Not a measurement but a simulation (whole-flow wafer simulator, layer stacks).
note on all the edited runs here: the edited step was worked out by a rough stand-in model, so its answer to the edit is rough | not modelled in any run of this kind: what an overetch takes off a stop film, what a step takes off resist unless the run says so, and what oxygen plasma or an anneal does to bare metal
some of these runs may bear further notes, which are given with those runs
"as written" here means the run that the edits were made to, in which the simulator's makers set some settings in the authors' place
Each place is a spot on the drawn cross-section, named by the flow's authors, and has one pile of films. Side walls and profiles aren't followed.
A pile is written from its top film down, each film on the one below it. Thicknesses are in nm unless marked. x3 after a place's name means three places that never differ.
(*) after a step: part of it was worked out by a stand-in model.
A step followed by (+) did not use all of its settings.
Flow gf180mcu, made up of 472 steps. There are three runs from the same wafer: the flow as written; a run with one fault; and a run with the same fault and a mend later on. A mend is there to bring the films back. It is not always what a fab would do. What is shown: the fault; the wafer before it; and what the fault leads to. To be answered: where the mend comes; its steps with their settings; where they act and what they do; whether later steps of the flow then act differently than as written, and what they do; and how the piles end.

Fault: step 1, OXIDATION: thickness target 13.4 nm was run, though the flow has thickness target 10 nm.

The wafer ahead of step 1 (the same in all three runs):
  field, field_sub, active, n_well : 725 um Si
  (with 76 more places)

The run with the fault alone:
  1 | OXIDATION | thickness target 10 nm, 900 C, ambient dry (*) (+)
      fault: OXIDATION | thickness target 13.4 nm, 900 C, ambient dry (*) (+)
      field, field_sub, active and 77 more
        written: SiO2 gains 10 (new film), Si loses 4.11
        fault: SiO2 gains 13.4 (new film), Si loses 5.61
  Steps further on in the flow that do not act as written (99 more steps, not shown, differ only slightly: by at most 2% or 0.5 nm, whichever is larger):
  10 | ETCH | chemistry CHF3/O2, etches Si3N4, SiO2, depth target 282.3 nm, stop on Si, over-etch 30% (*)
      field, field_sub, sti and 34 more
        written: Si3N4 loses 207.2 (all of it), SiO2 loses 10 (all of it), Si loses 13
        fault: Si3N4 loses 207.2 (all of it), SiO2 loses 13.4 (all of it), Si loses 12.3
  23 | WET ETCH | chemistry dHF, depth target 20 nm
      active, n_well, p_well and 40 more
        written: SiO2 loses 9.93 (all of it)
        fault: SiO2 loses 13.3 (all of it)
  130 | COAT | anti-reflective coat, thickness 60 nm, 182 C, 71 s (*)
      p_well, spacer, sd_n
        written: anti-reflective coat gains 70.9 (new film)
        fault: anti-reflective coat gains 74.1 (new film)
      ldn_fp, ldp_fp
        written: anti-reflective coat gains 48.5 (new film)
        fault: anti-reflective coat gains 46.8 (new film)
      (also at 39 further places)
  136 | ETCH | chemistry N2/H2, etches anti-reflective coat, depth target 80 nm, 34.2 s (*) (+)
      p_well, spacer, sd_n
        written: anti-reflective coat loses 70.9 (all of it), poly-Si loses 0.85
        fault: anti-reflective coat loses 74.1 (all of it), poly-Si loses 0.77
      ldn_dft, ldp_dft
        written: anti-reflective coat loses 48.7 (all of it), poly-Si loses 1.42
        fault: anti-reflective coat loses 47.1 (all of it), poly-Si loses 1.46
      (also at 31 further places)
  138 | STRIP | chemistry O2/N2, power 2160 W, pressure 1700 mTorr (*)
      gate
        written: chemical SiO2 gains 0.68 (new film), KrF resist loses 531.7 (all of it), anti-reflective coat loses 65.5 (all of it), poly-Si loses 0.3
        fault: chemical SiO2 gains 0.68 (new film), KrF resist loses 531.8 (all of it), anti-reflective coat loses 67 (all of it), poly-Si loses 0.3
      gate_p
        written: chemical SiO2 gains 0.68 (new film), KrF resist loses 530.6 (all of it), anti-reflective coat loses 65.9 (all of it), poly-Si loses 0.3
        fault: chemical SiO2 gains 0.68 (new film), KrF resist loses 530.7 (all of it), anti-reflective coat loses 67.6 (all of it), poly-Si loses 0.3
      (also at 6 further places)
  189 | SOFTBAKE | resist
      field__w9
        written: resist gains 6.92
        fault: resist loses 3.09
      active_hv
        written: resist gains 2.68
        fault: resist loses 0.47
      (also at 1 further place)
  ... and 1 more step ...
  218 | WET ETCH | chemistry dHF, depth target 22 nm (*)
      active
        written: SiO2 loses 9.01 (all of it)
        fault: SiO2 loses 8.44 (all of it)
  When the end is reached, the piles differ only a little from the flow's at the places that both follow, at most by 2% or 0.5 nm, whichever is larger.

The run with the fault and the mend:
  After step 1 comes the mend.
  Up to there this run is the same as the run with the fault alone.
  1a | WET ETCH | chemistry dHF, depth target 3.4 nm, 25 C, dilution 100:1
      field, field_sub, active and 77 more
        SiO2 loses 3.4
  Every later step of the flow that is run acts as written at every place that is followed.
  When the end is reached, the piles differ only a little from the flow's at the places that both follow, at most by 2% or 0.5 nm, whichever is larger.
